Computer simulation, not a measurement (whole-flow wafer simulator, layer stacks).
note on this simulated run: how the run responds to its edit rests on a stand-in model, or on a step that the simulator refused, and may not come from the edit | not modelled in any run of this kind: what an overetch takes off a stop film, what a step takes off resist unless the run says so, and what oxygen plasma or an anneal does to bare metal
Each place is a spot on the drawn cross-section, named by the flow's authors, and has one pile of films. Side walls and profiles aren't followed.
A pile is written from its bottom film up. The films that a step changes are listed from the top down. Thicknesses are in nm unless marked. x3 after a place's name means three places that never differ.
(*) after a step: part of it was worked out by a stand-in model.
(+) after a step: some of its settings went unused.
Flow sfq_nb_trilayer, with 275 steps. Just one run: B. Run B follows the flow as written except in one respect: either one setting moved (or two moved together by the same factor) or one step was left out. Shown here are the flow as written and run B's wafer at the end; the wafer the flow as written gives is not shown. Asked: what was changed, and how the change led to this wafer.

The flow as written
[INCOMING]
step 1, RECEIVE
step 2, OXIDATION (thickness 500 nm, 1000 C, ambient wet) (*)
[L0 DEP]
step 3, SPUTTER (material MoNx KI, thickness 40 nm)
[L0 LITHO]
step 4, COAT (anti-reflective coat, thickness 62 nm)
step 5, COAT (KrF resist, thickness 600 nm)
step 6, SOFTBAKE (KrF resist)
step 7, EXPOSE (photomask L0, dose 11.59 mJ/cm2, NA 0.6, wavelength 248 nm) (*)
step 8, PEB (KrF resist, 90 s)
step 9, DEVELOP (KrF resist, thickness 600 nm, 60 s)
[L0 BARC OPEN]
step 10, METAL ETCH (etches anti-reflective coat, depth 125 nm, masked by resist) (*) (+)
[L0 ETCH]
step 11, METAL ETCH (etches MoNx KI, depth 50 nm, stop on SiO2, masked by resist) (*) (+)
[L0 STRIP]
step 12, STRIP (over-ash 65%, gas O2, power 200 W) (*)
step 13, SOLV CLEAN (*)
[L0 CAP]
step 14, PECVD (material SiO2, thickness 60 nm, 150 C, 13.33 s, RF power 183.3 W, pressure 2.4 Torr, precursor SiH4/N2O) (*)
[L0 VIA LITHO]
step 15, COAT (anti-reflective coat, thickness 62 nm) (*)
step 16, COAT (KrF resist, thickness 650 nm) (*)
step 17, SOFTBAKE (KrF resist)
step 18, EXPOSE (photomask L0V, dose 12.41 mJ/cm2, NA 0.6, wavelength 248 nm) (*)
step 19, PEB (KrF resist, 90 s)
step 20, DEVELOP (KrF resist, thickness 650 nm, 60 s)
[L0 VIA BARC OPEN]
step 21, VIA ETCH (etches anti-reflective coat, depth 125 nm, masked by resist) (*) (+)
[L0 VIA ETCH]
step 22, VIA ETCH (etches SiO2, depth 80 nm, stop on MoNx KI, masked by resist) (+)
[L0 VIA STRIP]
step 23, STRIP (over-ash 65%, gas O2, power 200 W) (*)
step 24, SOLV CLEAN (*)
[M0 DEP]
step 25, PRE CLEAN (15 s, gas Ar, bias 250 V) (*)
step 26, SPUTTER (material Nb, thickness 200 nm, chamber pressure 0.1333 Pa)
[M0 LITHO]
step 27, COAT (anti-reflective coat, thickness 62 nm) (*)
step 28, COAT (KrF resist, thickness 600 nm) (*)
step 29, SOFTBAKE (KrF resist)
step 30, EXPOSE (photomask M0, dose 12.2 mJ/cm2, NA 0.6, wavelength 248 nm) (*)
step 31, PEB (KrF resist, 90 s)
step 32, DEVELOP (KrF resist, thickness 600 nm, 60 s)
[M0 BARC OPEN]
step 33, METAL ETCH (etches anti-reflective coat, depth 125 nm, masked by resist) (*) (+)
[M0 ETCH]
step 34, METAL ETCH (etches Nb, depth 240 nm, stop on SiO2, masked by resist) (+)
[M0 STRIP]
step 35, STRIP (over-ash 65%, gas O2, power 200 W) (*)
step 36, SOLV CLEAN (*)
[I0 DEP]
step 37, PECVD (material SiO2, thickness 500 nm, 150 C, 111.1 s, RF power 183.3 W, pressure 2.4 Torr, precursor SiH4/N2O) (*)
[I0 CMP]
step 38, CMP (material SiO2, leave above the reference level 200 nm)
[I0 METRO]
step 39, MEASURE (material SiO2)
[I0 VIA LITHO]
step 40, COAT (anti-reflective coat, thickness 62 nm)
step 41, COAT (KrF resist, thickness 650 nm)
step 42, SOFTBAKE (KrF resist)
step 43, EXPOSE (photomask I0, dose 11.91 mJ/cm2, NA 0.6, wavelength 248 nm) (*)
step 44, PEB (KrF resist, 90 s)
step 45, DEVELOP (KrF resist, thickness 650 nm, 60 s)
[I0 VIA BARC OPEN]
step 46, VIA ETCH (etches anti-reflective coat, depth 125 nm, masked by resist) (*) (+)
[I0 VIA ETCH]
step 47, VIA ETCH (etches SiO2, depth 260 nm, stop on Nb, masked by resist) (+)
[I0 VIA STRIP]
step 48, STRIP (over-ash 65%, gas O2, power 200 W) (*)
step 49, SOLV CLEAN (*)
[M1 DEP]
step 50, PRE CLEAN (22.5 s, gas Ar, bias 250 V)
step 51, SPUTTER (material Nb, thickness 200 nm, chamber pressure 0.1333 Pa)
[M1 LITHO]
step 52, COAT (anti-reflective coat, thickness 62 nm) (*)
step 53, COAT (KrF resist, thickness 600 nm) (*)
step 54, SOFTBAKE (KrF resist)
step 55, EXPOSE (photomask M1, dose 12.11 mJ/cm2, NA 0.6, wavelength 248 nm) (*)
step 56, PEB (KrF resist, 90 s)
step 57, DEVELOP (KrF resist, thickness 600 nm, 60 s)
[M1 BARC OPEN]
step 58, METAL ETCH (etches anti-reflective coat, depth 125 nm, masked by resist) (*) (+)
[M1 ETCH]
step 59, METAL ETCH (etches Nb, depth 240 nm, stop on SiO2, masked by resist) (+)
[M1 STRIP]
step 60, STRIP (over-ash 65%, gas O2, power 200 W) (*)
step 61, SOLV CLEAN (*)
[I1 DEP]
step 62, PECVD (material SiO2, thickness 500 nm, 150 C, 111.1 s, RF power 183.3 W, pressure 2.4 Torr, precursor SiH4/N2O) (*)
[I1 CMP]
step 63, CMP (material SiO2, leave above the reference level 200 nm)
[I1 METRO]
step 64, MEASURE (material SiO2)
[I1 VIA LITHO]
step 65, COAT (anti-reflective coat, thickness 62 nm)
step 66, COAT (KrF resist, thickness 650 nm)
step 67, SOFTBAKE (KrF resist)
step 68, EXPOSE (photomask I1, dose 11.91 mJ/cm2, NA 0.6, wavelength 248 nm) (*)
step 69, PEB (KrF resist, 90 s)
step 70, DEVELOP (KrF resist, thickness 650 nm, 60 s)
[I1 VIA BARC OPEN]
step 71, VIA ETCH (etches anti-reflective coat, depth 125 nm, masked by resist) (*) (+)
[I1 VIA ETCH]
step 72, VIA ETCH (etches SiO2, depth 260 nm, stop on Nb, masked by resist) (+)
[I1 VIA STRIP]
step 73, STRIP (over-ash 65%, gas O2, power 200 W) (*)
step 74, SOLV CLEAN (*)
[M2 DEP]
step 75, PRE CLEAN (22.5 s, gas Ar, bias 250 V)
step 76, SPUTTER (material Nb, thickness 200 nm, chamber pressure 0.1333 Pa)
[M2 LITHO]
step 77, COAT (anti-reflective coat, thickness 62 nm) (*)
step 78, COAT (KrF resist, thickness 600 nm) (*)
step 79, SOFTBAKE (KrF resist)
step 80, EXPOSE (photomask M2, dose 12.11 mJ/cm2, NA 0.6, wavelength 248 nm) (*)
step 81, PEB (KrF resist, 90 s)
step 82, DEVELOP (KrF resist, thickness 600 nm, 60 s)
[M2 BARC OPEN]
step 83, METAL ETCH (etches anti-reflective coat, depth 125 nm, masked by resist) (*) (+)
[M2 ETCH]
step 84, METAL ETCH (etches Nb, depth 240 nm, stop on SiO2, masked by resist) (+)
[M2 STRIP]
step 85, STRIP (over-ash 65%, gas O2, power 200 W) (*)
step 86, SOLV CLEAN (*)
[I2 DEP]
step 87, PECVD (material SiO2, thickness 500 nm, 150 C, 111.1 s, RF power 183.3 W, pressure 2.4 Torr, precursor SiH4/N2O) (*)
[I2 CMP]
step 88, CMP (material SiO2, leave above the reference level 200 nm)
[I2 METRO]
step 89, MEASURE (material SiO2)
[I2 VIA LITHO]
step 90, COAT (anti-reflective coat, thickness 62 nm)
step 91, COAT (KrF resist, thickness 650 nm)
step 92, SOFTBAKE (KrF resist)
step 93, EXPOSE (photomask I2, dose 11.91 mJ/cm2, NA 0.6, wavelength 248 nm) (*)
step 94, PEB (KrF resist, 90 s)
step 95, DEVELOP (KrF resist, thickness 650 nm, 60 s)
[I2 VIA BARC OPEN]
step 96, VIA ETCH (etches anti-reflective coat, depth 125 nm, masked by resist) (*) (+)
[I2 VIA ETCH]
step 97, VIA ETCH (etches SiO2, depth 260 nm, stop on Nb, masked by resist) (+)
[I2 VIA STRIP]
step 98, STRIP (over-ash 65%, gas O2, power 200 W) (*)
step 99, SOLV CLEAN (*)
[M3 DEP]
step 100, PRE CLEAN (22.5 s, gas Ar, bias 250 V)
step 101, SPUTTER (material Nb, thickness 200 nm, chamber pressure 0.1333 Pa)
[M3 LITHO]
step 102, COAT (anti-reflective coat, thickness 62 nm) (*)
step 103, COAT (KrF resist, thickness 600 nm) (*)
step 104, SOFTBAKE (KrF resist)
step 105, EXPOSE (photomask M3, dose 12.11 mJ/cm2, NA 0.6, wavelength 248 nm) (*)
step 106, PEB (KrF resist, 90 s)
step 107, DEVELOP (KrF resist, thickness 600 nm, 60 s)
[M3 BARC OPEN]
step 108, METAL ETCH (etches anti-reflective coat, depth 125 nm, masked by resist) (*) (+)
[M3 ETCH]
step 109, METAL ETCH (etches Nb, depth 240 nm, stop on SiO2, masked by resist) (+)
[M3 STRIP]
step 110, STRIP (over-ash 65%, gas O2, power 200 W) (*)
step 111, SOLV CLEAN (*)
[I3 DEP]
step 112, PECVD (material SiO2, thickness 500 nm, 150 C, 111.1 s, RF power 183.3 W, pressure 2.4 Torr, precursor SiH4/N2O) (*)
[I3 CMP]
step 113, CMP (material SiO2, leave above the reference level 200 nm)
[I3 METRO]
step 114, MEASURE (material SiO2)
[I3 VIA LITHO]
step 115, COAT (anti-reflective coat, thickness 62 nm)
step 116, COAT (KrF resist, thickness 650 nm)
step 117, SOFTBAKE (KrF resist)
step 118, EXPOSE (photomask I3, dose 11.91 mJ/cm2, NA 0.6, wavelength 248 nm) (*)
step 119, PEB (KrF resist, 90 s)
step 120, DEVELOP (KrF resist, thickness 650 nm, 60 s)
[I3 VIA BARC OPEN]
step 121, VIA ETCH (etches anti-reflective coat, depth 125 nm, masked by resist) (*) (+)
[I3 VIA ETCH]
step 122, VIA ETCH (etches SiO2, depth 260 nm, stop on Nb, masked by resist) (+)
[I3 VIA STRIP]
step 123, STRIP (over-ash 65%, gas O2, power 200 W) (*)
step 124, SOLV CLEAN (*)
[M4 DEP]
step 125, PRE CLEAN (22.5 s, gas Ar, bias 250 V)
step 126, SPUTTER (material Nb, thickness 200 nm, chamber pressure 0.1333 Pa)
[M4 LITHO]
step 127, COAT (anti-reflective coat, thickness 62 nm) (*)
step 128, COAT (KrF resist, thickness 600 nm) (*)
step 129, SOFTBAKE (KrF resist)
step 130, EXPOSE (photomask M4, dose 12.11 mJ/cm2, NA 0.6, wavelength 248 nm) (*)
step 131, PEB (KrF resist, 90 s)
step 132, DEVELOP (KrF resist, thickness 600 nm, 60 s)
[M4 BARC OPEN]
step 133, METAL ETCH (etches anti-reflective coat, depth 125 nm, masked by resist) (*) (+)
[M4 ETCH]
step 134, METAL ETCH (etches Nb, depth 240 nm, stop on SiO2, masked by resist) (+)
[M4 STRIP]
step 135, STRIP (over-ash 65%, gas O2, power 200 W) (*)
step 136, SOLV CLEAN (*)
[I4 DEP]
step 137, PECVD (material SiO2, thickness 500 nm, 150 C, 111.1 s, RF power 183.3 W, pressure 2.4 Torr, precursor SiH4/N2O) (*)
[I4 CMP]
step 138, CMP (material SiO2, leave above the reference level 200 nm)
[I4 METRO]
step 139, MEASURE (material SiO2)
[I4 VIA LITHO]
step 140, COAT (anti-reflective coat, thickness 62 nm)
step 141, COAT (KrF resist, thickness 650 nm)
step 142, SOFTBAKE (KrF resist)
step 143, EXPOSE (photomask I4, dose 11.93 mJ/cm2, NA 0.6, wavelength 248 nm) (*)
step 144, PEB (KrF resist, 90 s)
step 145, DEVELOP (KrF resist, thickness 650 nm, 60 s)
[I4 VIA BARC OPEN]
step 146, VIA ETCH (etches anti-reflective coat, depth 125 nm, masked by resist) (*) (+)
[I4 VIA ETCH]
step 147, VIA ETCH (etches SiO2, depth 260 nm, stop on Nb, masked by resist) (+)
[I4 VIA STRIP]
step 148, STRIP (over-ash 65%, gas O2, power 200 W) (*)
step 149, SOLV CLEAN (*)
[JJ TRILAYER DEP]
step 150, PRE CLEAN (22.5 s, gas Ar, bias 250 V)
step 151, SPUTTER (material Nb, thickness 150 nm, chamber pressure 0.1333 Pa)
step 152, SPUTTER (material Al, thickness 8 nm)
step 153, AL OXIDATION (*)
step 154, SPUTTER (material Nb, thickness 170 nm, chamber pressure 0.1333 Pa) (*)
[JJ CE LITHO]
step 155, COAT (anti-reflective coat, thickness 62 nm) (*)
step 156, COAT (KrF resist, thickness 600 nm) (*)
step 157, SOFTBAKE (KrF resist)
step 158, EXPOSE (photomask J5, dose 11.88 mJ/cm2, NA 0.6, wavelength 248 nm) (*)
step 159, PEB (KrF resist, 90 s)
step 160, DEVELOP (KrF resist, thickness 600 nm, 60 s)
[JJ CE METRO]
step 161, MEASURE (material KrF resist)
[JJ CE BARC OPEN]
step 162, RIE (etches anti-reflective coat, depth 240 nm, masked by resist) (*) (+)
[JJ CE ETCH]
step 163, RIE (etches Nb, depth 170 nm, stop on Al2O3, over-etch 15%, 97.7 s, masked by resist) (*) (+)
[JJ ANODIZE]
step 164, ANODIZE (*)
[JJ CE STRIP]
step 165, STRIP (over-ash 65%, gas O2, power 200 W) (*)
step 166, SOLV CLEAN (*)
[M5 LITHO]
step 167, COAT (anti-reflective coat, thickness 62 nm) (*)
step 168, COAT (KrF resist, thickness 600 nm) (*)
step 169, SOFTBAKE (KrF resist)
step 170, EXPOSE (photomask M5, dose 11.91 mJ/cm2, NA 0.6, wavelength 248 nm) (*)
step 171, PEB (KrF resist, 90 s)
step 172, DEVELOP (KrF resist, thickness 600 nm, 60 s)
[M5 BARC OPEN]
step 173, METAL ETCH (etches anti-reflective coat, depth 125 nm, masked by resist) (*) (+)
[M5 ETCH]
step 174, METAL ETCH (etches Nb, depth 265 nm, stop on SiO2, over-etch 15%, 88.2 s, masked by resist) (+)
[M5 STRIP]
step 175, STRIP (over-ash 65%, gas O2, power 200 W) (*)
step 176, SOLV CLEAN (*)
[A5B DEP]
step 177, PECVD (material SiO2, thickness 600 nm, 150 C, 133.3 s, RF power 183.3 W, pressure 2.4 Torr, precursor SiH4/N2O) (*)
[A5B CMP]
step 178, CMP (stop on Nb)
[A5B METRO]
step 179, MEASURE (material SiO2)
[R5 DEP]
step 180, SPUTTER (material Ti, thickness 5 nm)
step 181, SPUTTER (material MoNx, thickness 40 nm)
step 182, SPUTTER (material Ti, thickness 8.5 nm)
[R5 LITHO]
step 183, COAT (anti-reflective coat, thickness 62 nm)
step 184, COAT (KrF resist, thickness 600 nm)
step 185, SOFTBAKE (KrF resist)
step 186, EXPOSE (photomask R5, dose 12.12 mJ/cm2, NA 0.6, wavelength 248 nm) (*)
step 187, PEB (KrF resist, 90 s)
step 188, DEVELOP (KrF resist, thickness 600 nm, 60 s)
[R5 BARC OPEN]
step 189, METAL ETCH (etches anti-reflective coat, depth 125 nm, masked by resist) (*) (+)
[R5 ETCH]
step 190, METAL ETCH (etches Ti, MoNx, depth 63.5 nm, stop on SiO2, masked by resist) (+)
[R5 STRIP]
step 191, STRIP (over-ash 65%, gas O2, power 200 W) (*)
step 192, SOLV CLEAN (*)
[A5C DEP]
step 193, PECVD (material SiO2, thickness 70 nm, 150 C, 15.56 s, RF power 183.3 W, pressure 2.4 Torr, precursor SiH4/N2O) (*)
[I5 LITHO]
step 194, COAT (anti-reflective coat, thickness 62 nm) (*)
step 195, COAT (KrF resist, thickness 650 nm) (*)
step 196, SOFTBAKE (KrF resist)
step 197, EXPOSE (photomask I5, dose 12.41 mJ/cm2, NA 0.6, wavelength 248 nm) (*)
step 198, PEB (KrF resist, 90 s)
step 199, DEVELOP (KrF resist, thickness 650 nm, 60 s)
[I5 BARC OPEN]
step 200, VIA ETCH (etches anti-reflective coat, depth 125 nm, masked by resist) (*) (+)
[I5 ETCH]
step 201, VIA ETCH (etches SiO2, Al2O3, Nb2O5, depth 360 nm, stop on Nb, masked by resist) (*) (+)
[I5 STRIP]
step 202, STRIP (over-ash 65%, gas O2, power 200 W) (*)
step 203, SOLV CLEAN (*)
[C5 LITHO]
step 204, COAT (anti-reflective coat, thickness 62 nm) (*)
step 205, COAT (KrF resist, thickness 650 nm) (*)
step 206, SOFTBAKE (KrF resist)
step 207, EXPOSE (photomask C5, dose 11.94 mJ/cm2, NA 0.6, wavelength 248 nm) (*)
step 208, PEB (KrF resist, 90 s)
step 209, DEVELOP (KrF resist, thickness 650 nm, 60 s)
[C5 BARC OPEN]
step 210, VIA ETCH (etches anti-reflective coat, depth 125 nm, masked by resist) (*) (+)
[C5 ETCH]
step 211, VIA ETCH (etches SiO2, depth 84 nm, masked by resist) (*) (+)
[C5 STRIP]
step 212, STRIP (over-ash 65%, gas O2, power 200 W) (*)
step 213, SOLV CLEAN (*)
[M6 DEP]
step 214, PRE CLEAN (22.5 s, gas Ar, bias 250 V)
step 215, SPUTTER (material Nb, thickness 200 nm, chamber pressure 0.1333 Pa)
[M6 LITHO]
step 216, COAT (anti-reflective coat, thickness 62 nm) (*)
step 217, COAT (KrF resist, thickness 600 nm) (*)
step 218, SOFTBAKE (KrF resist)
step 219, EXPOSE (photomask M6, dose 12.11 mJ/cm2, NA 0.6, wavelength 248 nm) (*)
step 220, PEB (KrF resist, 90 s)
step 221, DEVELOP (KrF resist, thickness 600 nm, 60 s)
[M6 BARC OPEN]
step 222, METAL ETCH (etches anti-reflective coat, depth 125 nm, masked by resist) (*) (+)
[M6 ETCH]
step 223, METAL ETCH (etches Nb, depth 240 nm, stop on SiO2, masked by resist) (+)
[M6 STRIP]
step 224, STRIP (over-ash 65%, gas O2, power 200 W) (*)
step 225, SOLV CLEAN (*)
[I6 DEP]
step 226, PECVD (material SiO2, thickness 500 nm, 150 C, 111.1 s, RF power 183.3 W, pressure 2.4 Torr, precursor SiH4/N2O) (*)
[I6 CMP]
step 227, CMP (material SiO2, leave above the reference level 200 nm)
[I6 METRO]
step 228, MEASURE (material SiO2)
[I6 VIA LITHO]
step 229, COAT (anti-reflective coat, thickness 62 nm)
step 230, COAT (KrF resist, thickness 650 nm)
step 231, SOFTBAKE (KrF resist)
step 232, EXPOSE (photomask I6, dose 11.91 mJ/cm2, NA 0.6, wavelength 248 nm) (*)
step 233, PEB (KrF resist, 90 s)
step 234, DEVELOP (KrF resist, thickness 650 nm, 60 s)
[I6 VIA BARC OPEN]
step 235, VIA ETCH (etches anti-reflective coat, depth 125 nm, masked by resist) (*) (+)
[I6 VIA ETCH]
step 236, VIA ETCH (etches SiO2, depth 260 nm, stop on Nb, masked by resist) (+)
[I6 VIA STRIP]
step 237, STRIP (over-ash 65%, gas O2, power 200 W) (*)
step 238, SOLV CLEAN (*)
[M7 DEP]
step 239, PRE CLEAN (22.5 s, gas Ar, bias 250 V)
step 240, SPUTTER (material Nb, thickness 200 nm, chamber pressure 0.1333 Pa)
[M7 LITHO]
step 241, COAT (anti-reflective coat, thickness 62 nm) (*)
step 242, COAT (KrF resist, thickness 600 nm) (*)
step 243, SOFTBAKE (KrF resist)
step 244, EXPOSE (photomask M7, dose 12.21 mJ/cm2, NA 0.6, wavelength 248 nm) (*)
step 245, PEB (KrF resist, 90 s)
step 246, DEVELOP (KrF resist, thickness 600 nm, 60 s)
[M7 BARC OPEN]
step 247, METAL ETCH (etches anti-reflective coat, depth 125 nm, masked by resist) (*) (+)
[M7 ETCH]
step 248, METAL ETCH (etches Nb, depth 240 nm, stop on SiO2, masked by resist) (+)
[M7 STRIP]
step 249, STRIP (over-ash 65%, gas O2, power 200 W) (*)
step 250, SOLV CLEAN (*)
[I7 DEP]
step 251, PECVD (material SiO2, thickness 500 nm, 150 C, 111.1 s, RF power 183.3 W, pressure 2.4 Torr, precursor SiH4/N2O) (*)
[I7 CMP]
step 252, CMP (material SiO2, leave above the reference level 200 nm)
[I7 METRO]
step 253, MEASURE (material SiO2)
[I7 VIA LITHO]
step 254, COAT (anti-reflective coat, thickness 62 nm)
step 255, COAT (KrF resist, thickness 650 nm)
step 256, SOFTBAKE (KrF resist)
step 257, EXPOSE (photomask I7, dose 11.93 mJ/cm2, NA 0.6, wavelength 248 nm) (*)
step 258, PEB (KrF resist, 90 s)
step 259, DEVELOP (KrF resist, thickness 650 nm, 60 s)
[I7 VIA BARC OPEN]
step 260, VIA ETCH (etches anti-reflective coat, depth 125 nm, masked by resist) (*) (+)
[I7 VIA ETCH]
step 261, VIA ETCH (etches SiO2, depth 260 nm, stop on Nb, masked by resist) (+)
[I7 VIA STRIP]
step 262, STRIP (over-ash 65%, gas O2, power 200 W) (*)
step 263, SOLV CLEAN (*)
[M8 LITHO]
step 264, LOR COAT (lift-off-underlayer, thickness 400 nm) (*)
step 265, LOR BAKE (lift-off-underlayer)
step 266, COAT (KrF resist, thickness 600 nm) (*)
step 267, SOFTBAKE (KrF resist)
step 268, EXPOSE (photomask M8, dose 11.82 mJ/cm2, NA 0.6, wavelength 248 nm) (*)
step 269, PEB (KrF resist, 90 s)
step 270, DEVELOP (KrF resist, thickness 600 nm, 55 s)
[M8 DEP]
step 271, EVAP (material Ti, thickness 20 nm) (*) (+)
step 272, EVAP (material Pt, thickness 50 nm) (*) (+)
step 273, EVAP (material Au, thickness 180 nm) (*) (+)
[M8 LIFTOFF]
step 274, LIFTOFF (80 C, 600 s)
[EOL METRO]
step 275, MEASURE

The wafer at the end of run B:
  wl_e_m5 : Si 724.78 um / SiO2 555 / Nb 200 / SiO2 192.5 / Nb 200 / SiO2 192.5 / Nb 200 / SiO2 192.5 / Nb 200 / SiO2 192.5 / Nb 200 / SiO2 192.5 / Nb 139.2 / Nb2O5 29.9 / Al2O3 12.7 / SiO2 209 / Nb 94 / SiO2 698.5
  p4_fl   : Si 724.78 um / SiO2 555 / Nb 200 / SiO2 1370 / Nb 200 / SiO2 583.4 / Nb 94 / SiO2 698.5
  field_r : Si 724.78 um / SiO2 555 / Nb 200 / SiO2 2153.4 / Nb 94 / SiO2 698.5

What caused this: step 223, METAL ETCH: depth 106 nm was run, while the flow as written has depth 240 nm.

Step by step, how the change led to this:
  step 223, METAL ETCH (etches Nb, depth 240 nm, stop on SiO2, masked by resist) (+)
      field_l, gap, moat and 76 more: Nb loses 106 (in the flow as written it would be: Nb loses 200 (all of it))
      v_sur, via_wl, via_w and 24 more: KrF resist loses 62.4 (in the flow as written it would be: KrF resist loses 141.2)
  step 224, STRIP (over-ash 65%, gas O2, power 200 W) (*)
      wl_j_sl, wl_j_sr: KrF resist loses 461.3 (all of it), anti-reflective coat loses 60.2 (all of it) (in the flow as written it would be: KrF resist loses 382.5 (all of it), anti-reflective coat loses 60.2 (all of it))
      wl_c_m6, wl_f_m6: KrF resist loses 461.1 (all of it), anti-reflective coat loses 62 (all of it) (in the flow as written it would be: KrF resist loses 382.3 (all of it), anti-reflective coat loses 62 (all of it))
      (as well as at 23 more places)
  step 226, PECVD (material SiO2, thickness 500 nm, 150 C, 111.1 s, RF power 183.3 W, pressure 2.4 Torr, precursor SiH4/N2O) (*)
      field_l, p4_fl, p4_fm and 62 more: SiO2 gains 500 (new film) (in the flow as written it would be: SiO2 gains 500)
      moat, field_r, lsp_l, ln_m5, lsp_m: SiO2 gains 500 (new film) (in the flow as written it would be: SiO2 gains 493.6)
      (as well as at 9 more places)
  step 227, CMP (material SiO2, leave above the reference level 200 nm)
      field_l, p4_fl, p4_fm and 59 more: SiO2 loses 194 (in the flow as written it would be: SiO2 loses 100)
      moat, field_r, lsp_l, ln_m5, lsp_m: SiO2 loses 194 (in the flow as written it would be: SiO2 loses 93.6)
      (as well as at 12 more places)
With metal films that touch counted as one body, wl_e_m5 has 7 bodies (between them, from the top down: SiO2 209 / Al2O3 12.7 / Nb2O5 29.9; SiO2 192.5; SiO2 192.5; SiO2 192.5; SiO2 192.5; SiO2 192.5); the flow as written gives 6 bodies (between them, from the top down: SiO2 192.5; SiO2 192.5; SiO2 192.5; SiO2 192.5; SiO2 192.5).
With metal films that touch counted as one body, p4_fl has 3 bodies (between them, from the top down: SiO2 583.4; SiO2 1370); the flow as written gives 2 bodies (between them, from the top down: SiO2 1370).
With metal films that touch counted as one body, field_r has 2 bodies (between them, from the top down: SiO2 2153.4); the flow as written gives 1 body.
